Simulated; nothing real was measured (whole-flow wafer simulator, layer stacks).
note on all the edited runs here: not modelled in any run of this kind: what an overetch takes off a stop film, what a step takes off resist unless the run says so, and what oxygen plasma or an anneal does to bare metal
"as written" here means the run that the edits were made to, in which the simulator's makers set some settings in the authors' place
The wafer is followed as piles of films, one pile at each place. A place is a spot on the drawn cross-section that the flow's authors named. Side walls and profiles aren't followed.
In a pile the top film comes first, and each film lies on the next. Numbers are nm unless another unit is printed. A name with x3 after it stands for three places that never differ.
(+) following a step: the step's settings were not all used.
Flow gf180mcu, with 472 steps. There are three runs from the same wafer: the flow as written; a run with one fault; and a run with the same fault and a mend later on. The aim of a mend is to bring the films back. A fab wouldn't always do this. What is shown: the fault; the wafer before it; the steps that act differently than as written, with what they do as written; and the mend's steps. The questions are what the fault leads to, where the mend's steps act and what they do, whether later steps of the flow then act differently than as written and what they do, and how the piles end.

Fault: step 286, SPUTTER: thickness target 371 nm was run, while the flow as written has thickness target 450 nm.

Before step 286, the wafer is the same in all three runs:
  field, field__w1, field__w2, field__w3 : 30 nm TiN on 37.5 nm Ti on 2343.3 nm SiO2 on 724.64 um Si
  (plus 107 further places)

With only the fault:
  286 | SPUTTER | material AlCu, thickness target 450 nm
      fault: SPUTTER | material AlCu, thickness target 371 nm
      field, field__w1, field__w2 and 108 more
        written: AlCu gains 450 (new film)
        fault: AlCu gains 371 (new film)
  Steps further on in the flow that do not act as written:
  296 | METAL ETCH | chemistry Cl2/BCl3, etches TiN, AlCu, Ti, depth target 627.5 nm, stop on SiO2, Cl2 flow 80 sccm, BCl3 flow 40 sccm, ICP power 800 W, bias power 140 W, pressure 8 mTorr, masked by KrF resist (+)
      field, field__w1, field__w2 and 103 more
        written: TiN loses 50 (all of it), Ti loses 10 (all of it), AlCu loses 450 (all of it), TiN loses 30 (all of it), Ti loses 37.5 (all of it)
        fault: TiN loses 50 (all of it), Ti loses 10 (all of it), AlCu loses 371 (all of it), TiN loses 30 (all of it), Ti loses 37.5 (all of it)
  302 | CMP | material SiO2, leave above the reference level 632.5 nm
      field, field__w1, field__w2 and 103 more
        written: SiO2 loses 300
        fault: SiO2 loses 379
  By the end, the piles at field__w8, contact, m1, m1__w1, m1_nw depart from the flow's by more than 2% or 0.5 nm, whichever is larger.
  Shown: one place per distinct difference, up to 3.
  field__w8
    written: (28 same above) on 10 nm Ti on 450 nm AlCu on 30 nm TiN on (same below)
    fault: (28 same above) on 10 nm Ti on 371 nm AlCu on 30 nm TiN on (same below)
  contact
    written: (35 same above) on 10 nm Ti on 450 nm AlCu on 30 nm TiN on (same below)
    fault: (35 same above) on 10 nm Ti on 371 nm AlCu on 30 nm TiN on (same below)

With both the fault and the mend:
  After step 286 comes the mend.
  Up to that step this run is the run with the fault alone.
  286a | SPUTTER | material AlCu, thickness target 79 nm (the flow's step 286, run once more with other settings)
      field, field__w1, field__w2 and 108 more
        AlCu gains 79
  Every later step of the flow that is run acts as written at every place that is followed.
  By the end, the piles equal the flow's at every place that both follow.
